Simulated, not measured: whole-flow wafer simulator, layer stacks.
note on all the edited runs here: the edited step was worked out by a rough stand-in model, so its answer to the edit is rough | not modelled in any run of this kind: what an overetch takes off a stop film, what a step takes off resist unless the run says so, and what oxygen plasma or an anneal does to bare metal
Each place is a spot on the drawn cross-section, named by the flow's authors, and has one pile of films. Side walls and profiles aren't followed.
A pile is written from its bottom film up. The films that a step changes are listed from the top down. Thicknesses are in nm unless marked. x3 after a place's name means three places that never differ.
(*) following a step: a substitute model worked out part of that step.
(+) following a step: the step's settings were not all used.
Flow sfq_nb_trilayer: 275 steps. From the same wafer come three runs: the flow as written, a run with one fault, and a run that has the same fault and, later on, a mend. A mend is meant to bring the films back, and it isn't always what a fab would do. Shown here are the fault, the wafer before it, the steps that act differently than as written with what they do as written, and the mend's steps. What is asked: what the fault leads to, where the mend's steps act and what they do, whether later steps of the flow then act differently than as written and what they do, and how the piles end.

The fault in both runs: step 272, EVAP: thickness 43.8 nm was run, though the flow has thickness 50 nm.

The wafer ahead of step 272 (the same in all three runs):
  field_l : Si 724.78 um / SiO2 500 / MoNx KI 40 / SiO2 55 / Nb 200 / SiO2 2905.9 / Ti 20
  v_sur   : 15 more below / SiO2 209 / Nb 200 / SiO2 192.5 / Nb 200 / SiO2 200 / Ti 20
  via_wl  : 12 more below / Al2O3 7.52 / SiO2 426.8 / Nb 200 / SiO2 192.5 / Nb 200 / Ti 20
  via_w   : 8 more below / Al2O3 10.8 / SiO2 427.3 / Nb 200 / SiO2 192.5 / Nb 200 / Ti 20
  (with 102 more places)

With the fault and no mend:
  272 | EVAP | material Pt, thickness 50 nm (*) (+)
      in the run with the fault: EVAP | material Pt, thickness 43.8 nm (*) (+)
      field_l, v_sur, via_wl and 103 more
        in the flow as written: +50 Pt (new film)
        in the run with the fault: +43.8 Pt (new film)
  Steps later in the flow that act otherwise than as written:
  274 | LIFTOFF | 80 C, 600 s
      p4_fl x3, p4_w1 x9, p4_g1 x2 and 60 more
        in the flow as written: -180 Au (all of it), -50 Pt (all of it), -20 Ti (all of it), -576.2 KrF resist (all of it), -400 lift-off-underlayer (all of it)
        in the run with the fault: -180 Au (all of it), -43.8 Pt (all of it), -20 Ti (all of it), -576.2 KrF resist (all of it), -400 lift-off-underlayer (all of it)
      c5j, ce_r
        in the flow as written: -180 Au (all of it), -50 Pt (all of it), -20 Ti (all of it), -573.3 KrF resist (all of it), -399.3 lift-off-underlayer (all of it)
        in the run with the fault: -180 Au (all of it), -43.8 Pt (all of it), -20 Ti (all of it), -573.3 KrF resist (all of it), -399.3 lift-off-underlayer (all of it)
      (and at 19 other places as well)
  At field_l, v_sur, via_wl and 8 more, the piles at the end differ from the flow's by more than 2% or 0.5 nm, whichever is larger.
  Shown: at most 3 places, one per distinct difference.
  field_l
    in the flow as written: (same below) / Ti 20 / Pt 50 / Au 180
    in the run with the fault: (same below) / Ti 20 / Pt 43.8 / Au 180

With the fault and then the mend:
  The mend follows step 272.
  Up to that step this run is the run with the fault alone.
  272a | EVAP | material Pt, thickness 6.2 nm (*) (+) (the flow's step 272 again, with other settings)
      field_l, v_sur, via_wl and 103 more
        +6.2 Pt
  Later steps of the flow that are run all act as written at every place that is followed.
  At every place that both follow, the piles at the end match the flow's.
